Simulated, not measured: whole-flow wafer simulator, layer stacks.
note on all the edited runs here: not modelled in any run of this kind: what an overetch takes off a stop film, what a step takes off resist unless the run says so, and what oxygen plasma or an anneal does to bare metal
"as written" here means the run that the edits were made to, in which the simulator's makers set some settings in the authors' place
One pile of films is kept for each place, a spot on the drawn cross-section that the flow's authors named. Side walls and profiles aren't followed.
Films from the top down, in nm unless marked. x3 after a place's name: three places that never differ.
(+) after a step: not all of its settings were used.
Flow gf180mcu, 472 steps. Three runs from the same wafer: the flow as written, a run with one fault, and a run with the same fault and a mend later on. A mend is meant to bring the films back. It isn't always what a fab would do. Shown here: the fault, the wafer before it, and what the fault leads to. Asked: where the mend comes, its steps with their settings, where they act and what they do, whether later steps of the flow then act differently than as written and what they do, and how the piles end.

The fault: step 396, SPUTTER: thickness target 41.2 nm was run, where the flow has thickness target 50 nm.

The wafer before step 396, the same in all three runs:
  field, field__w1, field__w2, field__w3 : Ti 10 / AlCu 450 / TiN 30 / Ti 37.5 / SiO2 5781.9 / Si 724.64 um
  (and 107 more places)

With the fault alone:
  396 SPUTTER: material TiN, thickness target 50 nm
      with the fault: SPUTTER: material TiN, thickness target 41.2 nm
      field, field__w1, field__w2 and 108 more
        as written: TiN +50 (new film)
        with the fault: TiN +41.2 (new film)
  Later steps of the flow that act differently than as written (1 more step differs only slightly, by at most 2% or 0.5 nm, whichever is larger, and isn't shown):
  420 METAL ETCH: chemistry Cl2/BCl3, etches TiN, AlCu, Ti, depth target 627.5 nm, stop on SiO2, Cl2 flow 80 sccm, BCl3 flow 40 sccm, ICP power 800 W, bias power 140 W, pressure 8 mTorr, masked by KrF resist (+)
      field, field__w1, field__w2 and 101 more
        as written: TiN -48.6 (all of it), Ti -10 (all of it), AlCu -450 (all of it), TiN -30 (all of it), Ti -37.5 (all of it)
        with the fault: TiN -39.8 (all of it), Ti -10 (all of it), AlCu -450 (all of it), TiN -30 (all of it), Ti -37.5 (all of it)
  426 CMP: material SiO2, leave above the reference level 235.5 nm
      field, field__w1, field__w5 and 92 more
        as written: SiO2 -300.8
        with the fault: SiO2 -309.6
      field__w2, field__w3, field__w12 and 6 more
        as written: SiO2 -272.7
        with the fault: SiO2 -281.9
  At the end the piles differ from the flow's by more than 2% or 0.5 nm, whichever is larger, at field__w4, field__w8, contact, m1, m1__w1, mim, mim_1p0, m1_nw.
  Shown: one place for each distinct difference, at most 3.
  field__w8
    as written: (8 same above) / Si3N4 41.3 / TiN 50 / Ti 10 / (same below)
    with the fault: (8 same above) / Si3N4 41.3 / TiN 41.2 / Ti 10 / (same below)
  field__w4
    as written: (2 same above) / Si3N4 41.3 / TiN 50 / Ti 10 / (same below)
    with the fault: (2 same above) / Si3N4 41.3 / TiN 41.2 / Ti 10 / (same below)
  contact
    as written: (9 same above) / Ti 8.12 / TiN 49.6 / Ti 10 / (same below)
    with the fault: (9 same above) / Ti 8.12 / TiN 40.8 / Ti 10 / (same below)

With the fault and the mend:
  The mend comes after step 396.
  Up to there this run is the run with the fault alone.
  396a SPUTTER: material TiN, thickness target 8.8 nm (the flow's step 396 once more, with other settings)
      field, field__w1, field__w2 and 108 more
        TiN +8.8
  No later step of the flow acts differently than as written at any place that is followed.
  At the end the piles are the same as the flow's at every place that both follow.
